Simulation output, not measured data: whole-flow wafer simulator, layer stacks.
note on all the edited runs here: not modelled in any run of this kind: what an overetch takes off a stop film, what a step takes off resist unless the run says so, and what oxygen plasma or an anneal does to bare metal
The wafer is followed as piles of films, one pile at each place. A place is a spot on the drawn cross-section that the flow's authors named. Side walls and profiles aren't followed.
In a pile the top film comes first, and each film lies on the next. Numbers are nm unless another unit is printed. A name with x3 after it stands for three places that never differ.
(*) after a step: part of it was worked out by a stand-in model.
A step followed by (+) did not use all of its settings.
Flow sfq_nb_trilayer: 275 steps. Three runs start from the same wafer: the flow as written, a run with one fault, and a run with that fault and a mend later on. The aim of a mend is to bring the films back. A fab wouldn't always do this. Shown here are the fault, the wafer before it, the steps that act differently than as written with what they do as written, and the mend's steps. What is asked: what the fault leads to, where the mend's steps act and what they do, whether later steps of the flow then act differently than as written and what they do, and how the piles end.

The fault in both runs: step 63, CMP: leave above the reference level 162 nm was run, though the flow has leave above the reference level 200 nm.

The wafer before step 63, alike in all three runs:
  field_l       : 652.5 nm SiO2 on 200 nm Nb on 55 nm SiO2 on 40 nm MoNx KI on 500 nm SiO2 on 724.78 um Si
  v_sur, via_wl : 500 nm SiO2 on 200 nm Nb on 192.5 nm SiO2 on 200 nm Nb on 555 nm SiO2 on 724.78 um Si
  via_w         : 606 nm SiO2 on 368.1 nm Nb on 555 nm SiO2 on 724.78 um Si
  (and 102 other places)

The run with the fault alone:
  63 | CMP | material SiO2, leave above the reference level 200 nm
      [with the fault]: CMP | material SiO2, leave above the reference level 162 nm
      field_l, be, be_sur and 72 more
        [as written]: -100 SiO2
        [with the fault]: -138 SiO2
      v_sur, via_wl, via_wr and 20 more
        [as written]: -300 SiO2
        [with the fault]: -338 SiO2
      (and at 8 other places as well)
  Steps later in the flow that act otherwise than as written (4 more steps, not shown, differ only slightly: by at most 2% or 0.5 nm, whichever is larger):
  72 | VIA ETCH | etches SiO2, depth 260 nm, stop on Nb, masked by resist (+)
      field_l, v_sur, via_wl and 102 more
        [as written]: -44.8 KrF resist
        [with the fault]: -41.9 KrF resist
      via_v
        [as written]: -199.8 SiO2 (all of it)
        [with the fault]: -161.8 SiO2 (all of it)
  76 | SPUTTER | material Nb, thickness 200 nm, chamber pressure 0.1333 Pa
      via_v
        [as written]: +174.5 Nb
        [with the fault]: +182.3 Nb
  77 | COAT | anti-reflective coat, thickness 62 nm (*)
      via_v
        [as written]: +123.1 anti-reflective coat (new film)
        [with the fault]: +113.5 anti-reflective coat (new film)
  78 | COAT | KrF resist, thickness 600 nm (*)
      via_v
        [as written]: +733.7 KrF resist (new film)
        [with the fault]: +703.4 KrF resist (new film)
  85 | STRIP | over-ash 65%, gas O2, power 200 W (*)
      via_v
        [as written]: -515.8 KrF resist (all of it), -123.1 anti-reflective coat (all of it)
        [with the fault]: -485.5 KrF resist (all of it), -113.5 anti-reflective coat (all of it)
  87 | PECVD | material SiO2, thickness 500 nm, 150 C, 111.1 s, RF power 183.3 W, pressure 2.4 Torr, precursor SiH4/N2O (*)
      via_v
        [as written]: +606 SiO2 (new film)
        [with the fault]: +535.7 SiO2 (new film)
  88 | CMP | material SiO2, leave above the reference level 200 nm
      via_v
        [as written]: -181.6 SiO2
        [with the fault]: -157.1 SiO2
  By the end, the piles at v_sur, via_wl, via_w and 74 more depart from the flow's by more than 2% or 0.5 nm, whichever is larger.
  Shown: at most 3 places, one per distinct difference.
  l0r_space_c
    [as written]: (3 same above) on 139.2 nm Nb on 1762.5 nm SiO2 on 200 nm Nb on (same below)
    [with the fault]: (3 same above) on 139.2 nm Nb on 1724.5 nm SiO2 on 200 nm Nb on (same below)
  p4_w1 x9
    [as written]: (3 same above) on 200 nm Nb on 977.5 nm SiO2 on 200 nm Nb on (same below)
    [with the fault]: (3 same above) on 200 nm Nb on 939.5 nm SiO2 on 200 nm Nb on (same below)
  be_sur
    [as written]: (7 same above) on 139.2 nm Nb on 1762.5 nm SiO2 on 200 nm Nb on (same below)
    [with the fault]: (7 same above) on 139.2 nm Nb on 1724.5 nm SiO2 on 200 nm Nb on (same below)

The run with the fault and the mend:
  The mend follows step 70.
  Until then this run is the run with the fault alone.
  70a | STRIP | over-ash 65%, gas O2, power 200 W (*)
      field_l, v_sur, via_wl and 102 more
        -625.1 KrF resist (all of it), -62 anti-reflective coat (all of it)
      via_v
        -62 anti-reflective coat (all of it)
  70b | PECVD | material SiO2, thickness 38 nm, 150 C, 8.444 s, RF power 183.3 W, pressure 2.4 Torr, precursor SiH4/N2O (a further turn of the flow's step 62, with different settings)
      field_l, v_sur, via_wl and 103 more
        +38 SiO2
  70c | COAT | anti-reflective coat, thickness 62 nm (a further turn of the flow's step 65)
      field_l, v_sur, via_wl and 103 more
        +62 anti-reflective coat (new film)
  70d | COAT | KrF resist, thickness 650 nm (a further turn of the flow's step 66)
      field_l, v_sur, via_wl and 103 more
        +650 KrF resist (new film)
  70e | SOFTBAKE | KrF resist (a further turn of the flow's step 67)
      leaves every film unchanged at each place that is followed
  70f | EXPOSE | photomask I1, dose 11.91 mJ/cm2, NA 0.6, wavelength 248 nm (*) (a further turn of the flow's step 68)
      leaves every film unchanged at each place that is followed
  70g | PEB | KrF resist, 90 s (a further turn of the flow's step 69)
      field_l, v_sur, via_wl and 103 more
        -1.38 KrF resist
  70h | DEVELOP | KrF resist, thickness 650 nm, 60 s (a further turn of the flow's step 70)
      field_l, v_sur, via_wl and 102 more
        -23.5 KrF resist
      via_v
        -648.6 KrF resist (all of it)
  Every later step of the flow that is run acts as written, at every place that is followed, to within 2% or 0.5 nm, whichever is larger.
  The piles end the same as the flow's at every place that both follow.
